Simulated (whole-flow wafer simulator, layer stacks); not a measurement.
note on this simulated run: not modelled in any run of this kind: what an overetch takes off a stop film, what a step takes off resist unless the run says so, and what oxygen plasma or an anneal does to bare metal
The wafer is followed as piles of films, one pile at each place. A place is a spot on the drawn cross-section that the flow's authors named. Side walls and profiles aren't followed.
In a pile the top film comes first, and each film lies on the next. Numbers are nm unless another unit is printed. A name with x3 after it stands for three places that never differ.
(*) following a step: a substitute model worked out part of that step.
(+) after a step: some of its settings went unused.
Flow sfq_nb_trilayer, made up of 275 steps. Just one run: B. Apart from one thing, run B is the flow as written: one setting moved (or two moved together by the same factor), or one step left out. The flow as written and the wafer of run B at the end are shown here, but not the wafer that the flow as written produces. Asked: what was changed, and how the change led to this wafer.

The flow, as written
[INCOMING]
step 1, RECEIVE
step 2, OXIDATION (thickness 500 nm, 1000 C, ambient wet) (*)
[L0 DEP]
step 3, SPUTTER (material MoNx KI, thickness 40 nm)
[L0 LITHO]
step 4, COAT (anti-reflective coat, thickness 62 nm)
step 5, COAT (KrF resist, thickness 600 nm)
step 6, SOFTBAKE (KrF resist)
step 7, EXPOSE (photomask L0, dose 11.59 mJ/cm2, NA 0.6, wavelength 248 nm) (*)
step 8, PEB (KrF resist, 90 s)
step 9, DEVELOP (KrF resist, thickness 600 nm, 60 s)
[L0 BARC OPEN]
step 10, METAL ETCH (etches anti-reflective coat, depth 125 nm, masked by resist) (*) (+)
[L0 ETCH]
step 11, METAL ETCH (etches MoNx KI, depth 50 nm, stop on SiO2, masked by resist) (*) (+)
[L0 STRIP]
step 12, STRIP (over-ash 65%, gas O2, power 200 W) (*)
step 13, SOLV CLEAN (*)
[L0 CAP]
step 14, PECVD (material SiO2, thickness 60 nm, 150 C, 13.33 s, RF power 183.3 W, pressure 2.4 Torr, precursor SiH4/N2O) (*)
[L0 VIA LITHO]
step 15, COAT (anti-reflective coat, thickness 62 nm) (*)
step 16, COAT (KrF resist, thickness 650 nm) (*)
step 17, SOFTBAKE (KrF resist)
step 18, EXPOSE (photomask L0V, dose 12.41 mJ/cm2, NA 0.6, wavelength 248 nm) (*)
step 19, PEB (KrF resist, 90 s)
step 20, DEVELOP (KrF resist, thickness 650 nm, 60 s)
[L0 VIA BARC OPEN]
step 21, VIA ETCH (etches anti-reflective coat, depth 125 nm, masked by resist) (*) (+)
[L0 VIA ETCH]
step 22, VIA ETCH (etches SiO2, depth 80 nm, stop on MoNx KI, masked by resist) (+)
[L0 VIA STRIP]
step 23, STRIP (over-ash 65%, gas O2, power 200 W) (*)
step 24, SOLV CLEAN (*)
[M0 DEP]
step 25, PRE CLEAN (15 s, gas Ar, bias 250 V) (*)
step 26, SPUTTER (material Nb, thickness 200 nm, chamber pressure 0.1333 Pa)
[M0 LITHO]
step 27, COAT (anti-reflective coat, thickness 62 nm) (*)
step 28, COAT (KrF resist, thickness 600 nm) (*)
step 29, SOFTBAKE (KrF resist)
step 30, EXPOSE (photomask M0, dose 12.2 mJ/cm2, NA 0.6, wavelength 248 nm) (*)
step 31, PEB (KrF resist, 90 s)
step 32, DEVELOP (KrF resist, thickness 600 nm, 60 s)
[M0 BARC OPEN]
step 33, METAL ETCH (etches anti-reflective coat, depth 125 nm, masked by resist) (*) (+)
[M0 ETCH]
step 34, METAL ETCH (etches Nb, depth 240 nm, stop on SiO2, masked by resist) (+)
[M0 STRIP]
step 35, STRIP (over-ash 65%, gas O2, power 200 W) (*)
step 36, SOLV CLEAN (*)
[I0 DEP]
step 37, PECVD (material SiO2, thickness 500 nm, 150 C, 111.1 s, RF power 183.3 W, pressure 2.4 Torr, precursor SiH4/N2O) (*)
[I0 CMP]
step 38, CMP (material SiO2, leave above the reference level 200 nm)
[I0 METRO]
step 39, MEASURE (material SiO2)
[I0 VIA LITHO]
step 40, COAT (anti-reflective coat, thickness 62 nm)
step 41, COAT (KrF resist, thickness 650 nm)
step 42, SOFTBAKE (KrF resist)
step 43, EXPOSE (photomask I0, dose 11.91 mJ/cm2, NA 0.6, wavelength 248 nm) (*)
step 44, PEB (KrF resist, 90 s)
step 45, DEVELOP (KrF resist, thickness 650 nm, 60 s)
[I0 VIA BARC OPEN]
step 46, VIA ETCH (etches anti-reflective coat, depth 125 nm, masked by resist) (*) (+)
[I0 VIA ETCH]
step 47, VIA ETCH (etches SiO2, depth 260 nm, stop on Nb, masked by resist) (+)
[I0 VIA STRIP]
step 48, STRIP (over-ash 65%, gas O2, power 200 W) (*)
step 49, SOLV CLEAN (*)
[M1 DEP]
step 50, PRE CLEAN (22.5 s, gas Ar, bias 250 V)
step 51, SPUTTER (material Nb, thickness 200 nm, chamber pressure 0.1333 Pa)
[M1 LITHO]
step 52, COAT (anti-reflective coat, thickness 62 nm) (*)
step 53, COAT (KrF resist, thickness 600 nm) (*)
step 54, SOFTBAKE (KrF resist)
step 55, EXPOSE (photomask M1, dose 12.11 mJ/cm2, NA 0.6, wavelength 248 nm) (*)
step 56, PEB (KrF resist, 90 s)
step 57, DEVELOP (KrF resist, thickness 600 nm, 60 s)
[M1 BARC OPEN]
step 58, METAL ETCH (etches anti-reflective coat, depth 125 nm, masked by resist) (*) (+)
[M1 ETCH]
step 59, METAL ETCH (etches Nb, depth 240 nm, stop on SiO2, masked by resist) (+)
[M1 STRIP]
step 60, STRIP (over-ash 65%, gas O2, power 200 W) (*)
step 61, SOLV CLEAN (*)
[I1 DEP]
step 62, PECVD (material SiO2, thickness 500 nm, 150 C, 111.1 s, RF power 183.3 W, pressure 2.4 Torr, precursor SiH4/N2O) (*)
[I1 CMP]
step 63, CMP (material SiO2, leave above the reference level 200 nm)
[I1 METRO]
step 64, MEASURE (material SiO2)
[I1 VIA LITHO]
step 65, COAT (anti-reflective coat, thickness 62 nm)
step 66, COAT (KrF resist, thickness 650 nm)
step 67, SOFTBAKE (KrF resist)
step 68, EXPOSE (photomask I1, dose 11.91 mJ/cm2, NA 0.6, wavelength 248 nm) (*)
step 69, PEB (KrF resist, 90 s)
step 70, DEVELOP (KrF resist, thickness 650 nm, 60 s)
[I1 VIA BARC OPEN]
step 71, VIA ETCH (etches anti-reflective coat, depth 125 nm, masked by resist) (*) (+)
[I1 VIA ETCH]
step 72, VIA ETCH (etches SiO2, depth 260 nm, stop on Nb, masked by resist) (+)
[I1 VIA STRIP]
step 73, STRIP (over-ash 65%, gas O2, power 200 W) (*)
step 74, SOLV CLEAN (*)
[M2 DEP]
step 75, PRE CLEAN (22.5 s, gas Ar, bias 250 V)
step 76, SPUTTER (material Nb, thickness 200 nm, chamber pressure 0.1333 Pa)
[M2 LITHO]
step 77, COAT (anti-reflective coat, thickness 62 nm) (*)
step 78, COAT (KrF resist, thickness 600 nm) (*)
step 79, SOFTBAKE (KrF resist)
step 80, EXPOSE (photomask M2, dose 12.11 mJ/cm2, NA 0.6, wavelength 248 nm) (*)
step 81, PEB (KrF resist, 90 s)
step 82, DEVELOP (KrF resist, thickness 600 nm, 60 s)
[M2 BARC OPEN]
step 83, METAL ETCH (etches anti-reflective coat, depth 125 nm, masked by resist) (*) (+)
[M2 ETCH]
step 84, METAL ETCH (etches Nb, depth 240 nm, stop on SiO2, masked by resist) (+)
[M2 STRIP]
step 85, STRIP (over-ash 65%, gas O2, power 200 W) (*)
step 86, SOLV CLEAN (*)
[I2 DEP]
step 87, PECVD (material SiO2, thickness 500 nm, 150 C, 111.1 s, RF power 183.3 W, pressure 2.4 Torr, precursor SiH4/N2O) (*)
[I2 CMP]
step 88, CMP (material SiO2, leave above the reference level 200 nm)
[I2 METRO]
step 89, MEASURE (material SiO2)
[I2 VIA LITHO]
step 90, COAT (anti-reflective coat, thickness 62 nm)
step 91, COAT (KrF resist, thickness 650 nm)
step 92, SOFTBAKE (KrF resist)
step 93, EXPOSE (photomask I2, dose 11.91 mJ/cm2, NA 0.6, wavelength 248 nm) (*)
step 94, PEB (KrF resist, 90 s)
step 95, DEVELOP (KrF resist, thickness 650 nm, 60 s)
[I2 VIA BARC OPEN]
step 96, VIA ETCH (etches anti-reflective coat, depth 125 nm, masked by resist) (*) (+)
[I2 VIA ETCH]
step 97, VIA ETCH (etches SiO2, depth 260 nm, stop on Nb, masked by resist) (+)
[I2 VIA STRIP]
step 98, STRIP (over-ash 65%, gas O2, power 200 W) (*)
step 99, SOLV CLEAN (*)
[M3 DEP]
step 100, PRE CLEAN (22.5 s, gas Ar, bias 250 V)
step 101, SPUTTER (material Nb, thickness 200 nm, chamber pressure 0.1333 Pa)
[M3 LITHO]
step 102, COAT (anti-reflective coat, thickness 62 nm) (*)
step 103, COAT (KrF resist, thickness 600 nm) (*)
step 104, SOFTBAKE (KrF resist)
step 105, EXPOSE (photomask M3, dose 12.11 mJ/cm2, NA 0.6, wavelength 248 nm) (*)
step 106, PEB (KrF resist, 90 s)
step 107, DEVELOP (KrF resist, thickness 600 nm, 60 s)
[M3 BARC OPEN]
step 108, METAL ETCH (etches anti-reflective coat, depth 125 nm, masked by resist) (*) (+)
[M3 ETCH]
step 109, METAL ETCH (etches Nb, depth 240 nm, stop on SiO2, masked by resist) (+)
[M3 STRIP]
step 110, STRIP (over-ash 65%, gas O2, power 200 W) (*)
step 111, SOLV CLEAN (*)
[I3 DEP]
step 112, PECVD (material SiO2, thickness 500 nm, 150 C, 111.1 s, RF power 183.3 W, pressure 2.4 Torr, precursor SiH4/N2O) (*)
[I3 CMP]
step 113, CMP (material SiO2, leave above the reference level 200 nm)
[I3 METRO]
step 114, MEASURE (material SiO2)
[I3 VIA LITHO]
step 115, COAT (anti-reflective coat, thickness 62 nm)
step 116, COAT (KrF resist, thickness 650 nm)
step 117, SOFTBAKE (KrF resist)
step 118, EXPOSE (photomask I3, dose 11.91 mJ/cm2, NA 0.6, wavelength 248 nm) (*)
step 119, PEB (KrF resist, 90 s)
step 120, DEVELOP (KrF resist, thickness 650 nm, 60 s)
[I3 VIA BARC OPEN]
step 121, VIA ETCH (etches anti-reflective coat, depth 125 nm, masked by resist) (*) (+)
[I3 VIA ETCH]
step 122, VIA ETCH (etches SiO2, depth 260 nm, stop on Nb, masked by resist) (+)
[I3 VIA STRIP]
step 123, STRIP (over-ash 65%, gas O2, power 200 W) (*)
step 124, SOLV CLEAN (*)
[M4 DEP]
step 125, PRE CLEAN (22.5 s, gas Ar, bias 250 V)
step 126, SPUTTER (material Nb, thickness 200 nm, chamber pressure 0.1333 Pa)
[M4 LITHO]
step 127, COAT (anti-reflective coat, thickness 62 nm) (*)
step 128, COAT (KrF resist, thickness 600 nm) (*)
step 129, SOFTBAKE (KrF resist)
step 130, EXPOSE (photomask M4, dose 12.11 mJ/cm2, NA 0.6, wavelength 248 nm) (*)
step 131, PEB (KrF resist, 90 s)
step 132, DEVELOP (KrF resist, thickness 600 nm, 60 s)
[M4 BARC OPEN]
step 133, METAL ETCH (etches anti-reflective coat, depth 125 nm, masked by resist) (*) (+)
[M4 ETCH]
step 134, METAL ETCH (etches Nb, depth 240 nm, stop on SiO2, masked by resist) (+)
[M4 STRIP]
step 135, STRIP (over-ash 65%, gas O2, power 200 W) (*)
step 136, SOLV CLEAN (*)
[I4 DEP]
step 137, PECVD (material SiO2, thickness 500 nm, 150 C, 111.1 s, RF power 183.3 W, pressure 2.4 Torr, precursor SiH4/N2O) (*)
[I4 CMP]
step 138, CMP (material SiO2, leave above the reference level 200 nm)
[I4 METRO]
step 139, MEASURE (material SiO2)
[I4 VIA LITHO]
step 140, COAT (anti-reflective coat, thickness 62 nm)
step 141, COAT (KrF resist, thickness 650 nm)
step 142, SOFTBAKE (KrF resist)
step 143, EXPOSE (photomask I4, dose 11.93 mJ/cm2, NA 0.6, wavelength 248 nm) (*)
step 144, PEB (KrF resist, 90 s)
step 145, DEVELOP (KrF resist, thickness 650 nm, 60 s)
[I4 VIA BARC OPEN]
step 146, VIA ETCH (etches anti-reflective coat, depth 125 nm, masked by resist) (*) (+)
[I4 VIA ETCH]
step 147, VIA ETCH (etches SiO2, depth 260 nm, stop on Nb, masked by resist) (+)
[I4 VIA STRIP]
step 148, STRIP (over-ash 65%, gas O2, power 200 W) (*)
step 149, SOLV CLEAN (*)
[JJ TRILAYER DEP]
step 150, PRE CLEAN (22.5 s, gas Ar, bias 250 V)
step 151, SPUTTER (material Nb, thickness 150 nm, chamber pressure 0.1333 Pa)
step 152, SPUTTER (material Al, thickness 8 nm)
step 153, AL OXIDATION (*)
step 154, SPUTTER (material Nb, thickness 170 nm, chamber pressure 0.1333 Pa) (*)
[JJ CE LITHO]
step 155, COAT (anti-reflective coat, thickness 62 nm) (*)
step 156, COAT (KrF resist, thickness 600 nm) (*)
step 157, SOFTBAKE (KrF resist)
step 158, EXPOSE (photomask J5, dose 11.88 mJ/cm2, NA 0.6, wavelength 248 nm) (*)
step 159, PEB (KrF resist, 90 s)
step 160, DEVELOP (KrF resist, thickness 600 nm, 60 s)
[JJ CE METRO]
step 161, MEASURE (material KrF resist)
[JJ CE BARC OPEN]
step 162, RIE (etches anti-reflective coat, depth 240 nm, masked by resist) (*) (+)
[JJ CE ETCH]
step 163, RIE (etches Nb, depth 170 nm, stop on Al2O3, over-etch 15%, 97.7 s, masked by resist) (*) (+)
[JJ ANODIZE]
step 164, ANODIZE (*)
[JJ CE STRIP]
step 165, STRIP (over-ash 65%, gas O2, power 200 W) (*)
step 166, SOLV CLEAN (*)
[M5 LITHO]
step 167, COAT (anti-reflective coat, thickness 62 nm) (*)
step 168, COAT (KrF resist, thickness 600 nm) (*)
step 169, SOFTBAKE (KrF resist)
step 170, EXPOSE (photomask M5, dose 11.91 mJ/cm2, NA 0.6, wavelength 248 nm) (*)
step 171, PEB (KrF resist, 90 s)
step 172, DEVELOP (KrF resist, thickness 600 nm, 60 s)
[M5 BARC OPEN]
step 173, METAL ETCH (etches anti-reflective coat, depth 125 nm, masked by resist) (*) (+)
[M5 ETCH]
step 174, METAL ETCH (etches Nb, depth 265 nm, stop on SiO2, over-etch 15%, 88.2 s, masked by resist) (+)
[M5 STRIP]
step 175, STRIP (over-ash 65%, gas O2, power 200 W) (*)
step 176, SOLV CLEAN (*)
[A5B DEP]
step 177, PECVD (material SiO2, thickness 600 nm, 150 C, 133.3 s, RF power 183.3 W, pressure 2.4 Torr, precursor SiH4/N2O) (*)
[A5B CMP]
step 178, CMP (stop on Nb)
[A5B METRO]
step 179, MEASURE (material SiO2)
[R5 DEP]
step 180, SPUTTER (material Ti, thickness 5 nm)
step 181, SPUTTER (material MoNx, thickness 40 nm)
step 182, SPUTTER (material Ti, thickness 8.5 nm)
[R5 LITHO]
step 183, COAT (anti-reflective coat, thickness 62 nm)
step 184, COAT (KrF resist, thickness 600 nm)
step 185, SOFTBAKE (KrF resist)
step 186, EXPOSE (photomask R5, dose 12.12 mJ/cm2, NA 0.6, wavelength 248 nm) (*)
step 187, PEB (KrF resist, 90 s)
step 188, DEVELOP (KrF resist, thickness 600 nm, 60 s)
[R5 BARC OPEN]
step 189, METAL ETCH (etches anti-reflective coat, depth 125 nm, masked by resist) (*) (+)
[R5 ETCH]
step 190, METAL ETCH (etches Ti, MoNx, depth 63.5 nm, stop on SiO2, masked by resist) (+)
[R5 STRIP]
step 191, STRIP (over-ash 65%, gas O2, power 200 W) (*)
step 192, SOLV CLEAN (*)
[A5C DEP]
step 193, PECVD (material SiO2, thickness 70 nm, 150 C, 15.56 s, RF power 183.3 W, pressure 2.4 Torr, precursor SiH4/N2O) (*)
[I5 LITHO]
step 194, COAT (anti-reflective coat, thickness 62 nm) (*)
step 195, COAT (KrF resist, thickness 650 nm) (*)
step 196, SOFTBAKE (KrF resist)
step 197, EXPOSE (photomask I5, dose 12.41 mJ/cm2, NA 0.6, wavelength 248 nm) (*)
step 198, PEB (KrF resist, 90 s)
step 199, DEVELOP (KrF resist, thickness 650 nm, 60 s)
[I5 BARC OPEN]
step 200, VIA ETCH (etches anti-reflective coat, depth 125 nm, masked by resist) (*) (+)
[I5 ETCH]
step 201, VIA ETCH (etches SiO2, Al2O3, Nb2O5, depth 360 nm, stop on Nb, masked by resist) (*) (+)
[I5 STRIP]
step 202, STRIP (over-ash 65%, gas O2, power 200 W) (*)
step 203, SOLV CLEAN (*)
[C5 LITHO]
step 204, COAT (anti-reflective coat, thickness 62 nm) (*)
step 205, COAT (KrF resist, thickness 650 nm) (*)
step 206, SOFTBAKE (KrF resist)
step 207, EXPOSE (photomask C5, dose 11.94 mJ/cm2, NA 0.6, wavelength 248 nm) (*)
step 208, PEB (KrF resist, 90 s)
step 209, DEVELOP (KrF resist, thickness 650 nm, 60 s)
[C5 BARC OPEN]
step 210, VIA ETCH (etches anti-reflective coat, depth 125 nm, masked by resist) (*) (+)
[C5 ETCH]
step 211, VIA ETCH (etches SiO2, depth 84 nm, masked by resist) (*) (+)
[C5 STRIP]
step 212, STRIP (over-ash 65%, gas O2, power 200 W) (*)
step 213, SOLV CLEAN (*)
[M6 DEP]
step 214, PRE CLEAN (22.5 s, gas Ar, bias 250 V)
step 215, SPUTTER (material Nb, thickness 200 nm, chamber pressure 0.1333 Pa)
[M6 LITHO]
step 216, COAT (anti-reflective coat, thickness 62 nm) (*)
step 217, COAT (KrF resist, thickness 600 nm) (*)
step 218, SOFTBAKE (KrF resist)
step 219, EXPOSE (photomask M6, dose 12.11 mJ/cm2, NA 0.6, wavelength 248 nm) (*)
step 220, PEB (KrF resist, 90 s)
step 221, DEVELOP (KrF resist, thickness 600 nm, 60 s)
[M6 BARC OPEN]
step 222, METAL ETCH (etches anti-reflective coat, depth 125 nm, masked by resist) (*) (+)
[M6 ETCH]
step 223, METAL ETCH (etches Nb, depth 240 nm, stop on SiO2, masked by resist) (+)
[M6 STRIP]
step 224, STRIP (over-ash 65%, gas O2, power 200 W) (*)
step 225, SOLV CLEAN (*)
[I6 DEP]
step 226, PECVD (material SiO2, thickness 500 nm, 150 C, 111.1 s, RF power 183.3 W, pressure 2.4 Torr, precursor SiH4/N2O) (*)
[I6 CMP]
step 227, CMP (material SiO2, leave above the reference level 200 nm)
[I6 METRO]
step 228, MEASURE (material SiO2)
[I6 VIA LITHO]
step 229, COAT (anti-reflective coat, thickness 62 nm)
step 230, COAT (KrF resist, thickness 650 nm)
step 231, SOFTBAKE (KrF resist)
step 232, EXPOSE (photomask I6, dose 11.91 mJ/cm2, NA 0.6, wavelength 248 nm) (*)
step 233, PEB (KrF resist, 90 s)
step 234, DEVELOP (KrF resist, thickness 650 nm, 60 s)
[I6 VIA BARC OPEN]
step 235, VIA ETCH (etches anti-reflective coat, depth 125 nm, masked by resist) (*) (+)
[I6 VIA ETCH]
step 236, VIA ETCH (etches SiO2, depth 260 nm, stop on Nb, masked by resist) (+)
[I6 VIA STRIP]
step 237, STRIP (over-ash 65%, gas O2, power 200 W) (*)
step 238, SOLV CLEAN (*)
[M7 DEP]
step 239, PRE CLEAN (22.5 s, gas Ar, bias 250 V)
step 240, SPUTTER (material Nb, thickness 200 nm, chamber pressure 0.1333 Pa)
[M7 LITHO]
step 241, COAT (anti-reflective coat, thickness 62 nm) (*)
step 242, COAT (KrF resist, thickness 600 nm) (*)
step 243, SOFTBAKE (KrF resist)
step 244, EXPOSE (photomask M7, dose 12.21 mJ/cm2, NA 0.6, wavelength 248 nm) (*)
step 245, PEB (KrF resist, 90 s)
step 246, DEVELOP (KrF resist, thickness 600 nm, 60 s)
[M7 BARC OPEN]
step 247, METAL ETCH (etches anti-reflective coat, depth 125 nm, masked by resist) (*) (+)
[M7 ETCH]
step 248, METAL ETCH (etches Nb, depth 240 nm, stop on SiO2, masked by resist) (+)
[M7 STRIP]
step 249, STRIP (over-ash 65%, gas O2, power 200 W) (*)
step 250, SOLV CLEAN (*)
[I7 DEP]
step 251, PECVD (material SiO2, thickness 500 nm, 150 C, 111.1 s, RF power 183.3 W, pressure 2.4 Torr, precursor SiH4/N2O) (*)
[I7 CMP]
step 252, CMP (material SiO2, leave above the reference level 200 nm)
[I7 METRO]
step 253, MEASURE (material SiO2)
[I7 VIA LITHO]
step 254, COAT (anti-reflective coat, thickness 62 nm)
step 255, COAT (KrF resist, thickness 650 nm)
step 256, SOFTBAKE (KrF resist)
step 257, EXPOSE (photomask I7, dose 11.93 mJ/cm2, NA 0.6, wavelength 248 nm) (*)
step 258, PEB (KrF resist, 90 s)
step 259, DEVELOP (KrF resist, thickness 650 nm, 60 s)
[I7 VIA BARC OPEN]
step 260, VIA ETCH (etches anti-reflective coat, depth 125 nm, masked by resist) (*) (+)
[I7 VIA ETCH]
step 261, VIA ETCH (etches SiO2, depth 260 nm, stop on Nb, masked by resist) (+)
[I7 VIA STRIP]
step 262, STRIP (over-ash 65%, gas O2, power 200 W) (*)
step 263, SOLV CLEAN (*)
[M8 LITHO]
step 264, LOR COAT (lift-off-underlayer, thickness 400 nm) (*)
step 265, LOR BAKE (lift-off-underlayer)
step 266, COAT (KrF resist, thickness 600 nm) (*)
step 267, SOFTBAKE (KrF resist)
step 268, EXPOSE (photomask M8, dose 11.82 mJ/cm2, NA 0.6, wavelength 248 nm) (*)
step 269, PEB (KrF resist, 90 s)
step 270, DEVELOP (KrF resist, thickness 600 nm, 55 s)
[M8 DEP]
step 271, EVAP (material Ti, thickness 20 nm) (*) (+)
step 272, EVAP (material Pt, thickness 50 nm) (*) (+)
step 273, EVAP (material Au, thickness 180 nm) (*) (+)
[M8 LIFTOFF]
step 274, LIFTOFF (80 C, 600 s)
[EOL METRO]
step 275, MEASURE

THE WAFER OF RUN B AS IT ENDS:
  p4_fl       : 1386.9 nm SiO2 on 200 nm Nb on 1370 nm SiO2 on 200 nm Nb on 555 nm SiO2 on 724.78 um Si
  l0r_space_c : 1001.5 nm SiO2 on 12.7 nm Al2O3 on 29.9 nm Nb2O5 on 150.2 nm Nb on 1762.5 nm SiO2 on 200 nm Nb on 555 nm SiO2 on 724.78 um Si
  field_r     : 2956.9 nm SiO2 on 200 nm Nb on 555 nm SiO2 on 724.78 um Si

What caused this: step 151, SPUTTER: thickness 161 nm was run, while the flow as written has thickness 150 nm.

How this came from the change, step by step:
  step 151, SPUTTER (material Nb, thickness 150 nm, chamber pressure 0.1333 Pa)
      field_l, v_sur, via_sp and 100 more: Nb gains 161 (new film) (it would be, as written: Nb gains 150 (new film))
      via_wl, via_w, via_wr: Nb gains 140 (it would be, as written: Nb gains 130.4)
  step 167, COAT (anti-reflective coat, thickness 62 nm) (*)
      ce_l: anti-reflective coat gains 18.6 (new film) (it would be, as written: anti-reflective coat gains 19.6 (new film))
      ce_r: anti-reflective coat gains 18.6 (new film) (it would be, as written: anti-reflective coat gains 19.7 (new film))
  step 174, METAL ETCH (etches Nb, depth 265 nm, stop on SiO2, over-etch 15%, 88.2 s, masked by resist) (+)
      field_l, r_sur, res and 50 more: Al2O3 loses 12.6 (all of it), Nb2O5 loses 29.9 (all of it), Nb loses 150.2 (all of it), SiO2 loses 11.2 (it would be, as written: Al2O3 loses 12.6 (all of it), Nb2O5 loses 29.9 (all of it), Nb loses 139.2 (all of it), SiO2 loses 12.3)
  step 175, STRIP (over-ash 65%, gas O2, power 200 W) (*)
      ce_l: KrF resist loses 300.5 (all of it), anti-reflective coat loses 18.6 (all of it) (it would be, as written: KrF resist loses 299.6 (all of it), anti-reflective coat loses 19.6 (all of it))
      ce_r: KrF resist loses 300.8 (all of it), anti-reflective coat loses 18.6 (all of it) (it would be, as written: KrF resist loses 299.9 (all of it), anti-reflective coat loses 19.7 (all of it))
  step 178, CMP (stop on Nb)
      field_l, p4_fl, p4_fm and 39 more: SiO2 loses 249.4 (it would be, as written: SiO2 loses 259.3)
      r_sur, res, r_end, moat, field_r, lsp_l: SiO2 loses 242 (it would be, as written: SiO2 loses 252.3)
      (as well as at 5 more places)
